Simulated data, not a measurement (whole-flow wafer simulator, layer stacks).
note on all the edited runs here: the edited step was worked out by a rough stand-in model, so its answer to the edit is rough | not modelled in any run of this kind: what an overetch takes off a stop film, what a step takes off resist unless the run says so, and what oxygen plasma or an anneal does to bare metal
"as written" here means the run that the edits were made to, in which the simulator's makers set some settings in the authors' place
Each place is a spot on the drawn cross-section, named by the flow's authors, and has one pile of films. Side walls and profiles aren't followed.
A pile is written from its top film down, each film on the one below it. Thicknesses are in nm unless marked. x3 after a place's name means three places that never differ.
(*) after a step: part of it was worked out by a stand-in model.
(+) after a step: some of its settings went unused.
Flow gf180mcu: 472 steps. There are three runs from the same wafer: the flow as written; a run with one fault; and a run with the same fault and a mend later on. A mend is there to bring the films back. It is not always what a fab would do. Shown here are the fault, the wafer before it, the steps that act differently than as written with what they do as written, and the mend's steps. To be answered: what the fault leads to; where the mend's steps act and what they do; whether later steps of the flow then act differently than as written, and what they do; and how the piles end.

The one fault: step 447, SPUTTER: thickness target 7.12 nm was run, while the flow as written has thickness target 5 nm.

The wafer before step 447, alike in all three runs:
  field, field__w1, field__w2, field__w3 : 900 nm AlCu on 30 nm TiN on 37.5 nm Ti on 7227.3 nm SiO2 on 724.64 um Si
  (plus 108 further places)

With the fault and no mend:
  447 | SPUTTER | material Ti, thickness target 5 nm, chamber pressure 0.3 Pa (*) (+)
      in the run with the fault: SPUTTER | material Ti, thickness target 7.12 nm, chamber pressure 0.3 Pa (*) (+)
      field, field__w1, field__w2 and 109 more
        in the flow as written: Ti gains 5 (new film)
        in the run with the fault: Ti gains 7.12 (new film)
  Later steps of the flow acting differently than as written (5 other steps are not shown; they differ only slightly, by no more than 2% or 0.5 nm, whichever is larger):
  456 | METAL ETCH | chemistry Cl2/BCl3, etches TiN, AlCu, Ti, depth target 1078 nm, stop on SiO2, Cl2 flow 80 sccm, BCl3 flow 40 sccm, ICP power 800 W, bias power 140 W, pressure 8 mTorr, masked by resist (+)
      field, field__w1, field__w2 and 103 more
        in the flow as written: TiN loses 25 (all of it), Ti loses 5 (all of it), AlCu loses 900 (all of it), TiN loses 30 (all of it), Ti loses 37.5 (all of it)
        in the run with the fault: TiN loses 25 (all of it), Ti loses 7.12 (all of it), AlCu loses 900 (all of it), TiN loses 30 (all of it), Ti loses 37.5 (all of it)
  At field__w8, contact, m1, m1__w1, pad, m1_nw, the piles at the end differ from the flow's by more than 2% or 0.5 nm, whichever is larger.
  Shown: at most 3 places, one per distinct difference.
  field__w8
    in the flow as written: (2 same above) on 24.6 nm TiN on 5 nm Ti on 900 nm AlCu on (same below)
    in the run with the fault: (2 same above) on 24.6 nm TiN on 7.12 nm Ti on 900 nm AlCu on (same below)
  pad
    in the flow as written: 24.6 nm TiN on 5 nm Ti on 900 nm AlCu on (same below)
    in the run with the fault: 24.6 nm TiN on 7.12 nm Ti on 900 nm AlCu on (same below)

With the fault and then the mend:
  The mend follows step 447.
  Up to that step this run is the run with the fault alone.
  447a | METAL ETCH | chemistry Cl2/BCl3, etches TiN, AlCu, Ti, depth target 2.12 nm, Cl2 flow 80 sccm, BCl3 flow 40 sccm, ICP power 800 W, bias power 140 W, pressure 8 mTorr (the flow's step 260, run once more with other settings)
      field, field__w1, field__w2 and 109 more
        Ti loses 2.12
  Later steps of the flow that are run all act as written at every place that is followed.
  At every place that both follow, the piles at the end match the flow's.
